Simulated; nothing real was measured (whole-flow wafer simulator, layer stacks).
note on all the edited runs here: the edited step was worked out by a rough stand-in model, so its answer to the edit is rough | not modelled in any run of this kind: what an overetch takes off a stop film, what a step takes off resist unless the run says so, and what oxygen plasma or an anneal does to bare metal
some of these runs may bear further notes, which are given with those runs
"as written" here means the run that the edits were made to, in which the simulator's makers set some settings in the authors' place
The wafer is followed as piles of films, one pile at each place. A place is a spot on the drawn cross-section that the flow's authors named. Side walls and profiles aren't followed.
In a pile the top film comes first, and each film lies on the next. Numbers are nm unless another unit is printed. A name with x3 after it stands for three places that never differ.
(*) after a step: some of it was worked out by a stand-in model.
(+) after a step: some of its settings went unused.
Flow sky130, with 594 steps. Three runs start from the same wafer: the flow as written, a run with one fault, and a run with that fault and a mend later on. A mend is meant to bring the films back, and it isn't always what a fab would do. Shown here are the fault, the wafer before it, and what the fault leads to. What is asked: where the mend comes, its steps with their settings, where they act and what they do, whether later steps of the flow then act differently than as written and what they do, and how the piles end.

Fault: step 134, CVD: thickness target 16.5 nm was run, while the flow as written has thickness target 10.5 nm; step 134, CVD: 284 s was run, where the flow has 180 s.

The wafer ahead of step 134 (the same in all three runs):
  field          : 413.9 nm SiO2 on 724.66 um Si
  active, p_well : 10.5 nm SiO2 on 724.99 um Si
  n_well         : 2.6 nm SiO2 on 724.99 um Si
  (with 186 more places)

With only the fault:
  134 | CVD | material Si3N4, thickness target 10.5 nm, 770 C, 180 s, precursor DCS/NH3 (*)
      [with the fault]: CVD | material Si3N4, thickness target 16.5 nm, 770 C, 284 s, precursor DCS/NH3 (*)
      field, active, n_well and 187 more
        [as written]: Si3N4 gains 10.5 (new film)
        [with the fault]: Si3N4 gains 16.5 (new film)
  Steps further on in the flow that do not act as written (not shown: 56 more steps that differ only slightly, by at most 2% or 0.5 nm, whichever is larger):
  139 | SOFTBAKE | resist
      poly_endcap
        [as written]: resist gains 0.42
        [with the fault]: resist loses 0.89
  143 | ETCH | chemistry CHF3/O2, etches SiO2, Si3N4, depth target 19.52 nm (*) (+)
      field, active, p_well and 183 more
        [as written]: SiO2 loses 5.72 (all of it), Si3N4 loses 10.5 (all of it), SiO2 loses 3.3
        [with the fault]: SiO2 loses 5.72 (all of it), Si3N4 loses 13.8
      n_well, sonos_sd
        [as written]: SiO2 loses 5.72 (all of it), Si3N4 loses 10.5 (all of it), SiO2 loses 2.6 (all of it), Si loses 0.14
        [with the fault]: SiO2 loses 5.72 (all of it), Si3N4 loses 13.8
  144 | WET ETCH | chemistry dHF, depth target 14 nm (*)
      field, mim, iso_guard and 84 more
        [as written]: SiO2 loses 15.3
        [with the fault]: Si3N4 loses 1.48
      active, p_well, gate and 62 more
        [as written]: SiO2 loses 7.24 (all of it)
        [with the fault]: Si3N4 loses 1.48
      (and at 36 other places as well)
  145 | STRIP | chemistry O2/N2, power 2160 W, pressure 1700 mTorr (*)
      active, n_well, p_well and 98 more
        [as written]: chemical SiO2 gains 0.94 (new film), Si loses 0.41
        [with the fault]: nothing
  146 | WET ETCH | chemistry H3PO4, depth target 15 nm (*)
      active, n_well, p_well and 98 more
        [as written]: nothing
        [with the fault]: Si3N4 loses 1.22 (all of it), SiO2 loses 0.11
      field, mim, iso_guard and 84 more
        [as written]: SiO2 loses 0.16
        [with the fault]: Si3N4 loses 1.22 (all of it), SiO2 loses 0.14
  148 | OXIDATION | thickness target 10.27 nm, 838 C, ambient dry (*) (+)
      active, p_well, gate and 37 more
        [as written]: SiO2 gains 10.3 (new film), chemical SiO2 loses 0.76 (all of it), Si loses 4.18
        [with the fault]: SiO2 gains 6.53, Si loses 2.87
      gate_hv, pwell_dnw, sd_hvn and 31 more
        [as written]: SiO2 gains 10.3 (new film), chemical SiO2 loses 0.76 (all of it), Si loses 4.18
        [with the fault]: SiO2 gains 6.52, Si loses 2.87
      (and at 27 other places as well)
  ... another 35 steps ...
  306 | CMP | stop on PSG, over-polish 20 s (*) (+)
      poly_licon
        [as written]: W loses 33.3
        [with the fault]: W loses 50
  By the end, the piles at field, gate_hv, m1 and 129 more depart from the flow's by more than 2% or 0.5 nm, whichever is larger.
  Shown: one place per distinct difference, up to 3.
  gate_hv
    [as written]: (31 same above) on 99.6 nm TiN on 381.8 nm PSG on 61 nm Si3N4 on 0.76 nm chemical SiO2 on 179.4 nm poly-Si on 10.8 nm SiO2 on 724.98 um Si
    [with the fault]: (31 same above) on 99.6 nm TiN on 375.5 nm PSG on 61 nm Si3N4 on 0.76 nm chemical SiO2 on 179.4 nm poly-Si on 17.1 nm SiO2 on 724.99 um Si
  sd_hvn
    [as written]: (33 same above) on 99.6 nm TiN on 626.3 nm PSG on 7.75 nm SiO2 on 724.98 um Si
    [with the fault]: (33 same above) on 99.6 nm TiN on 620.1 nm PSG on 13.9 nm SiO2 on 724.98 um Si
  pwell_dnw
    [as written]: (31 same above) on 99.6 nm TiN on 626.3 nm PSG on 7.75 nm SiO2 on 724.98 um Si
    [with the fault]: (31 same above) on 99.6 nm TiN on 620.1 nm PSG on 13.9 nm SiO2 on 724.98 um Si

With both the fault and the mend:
  The mend follows step 134.
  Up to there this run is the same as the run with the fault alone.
  134a | WET ETCH | chemistry H3PO4, depth target 6 nm, 160 C (the flow's step 15, run once more with other settings)
      field, active, n_well and 187 more
        Si3N4 loses 6
  Later steps of the flow that are run all act as written at every place that is followed, up to a difference of at most 2% or 0.5 nm, whichever is larger.
  By the end, the piles equal the flow's at every place that both follow.
